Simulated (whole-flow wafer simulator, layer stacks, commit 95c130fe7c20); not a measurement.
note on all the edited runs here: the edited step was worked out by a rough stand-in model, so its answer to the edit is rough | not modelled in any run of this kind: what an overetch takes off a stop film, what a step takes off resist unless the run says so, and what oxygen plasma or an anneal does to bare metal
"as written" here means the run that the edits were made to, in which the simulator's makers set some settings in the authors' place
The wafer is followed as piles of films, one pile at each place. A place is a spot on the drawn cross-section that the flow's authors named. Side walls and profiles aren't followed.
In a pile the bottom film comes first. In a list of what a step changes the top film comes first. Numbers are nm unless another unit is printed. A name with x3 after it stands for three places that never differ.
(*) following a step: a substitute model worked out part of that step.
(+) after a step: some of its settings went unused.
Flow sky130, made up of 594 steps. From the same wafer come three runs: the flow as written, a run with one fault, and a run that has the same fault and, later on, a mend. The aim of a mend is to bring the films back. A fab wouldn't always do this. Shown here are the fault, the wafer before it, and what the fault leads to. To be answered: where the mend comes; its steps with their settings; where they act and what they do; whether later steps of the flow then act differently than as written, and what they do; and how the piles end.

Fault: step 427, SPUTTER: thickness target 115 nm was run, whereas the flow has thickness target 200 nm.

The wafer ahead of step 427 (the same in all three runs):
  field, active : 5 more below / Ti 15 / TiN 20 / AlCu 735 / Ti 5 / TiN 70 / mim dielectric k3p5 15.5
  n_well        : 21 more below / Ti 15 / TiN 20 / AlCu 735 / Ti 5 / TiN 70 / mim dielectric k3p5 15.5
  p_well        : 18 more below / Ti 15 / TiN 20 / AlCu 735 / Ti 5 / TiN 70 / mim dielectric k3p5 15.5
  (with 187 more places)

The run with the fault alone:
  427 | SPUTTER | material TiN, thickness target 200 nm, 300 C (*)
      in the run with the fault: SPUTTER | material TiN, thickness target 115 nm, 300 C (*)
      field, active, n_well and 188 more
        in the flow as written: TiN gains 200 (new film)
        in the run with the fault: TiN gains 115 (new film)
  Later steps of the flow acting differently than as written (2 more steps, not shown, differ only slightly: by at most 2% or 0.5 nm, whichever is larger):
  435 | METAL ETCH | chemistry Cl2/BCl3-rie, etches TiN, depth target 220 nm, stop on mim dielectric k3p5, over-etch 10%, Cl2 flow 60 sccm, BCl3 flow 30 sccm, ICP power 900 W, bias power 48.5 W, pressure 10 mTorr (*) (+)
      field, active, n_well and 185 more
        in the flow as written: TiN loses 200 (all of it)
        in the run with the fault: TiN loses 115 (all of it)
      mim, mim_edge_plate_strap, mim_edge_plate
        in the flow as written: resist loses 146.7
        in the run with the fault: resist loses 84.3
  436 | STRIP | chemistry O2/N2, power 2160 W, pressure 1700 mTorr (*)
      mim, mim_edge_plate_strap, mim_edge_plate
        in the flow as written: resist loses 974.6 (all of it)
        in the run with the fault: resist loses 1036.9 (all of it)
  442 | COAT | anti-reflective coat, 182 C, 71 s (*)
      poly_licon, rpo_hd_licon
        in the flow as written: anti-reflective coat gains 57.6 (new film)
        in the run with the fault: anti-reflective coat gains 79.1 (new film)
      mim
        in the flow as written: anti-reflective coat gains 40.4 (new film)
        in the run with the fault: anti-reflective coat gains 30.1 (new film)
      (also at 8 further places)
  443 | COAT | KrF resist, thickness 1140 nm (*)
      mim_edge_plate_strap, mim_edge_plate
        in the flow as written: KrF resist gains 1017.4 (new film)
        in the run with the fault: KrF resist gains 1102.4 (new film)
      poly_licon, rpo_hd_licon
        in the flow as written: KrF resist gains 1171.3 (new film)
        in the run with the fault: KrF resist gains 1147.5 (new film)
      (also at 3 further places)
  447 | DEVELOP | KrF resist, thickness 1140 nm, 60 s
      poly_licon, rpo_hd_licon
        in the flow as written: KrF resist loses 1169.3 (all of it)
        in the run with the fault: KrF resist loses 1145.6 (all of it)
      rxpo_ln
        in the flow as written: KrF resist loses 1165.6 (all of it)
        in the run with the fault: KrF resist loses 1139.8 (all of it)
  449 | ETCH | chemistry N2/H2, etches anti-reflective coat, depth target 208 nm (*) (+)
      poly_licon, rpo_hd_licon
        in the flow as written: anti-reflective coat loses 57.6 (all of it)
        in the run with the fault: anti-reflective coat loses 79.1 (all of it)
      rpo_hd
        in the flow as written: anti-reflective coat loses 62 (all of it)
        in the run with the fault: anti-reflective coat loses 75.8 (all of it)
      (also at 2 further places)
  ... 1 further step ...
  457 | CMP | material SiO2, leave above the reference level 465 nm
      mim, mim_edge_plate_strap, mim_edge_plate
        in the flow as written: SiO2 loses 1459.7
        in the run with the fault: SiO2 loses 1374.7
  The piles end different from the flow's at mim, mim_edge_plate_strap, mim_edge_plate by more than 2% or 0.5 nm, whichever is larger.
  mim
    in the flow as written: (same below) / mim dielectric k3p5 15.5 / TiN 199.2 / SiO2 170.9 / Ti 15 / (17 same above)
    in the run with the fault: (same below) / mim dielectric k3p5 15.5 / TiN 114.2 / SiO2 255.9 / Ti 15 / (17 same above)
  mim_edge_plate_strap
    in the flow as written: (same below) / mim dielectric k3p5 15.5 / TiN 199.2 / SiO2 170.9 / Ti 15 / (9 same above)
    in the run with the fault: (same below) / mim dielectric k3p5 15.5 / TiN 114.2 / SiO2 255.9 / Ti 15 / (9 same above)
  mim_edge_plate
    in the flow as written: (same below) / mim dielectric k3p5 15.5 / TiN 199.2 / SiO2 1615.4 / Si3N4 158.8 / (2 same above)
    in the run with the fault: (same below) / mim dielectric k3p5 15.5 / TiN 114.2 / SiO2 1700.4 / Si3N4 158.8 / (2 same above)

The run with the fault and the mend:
  The mend follows step 427.
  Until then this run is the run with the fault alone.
  427a | SPUTTER | material TiN, thickness target 85 nm, 300 C (*) (the flow's step 427 again, with other settings)
      field, active, n_well and 188 more
        TiN gains 85
  None of the later steps of the flow acts differently than as written at any place that is followed.
  At every place that both follow, the piles at the end match the flow's.
